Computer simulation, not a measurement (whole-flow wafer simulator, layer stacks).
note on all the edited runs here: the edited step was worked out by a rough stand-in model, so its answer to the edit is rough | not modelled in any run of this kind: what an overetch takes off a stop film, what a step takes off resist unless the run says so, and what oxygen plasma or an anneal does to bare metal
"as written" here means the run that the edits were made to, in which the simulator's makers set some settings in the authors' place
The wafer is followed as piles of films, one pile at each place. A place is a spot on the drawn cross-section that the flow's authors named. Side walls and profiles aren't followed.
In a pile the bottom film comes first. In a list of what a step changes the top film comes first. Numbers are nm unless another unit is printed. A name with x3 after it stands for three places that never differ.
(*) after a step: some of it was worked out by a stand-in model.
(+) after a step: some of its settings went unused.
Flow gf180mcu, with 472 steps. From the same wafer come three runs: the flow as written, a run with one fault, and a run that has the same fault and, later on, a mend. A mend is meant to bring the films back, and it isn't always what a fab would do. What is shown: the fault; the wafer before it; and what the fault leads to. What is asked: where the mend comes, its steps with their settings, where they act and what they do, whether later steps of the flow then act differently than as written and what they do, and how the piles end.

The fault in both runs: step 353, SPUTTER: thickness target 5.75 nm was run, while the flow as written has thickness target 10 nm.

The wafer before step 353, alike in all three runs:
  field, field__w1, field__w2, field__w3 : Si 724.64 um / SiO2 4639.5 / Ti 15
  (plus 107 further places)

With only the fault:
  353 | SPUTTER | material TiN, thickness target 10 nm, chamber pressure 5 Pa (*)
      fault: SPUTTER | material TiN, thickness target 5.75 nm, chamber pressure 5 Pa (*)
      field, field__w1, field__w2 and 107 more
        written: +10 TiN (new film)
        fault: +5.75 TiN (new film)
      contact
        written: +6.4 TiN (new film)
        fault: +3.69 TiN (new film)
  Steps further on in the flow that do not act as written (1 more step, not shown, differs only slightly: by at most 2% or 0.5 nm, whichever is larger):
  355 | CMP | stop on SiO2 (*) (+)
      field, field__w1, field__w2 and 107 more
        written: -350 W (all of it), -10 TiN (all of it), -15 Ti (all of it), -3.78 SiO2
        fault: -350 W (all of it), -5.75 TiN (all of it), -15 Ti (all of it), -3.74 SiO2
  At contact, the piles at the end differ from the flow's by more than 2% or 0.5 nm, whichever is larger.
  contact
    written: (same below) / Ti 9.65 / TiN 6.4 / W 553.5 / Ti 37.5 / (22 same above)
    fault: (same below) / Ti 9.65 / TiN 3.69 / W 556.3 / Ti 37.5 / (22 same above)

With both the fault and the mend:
  After step 353 comes the mend.
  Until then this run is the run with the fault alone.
  353a | SPUTTER | material TiN, thickness target 4.25 nm, chamber pressure 5 Pa (*) (the flow's step 353 again, with other settings)
      field, field__w1, field__w2 and 107 more
        +4.25 TiN
      contact
        +2.72 TiN
  Later steps of the flow that are run all act as written at every place that is followed.
  By the end, the piles equal the flow's at every place that both follow.
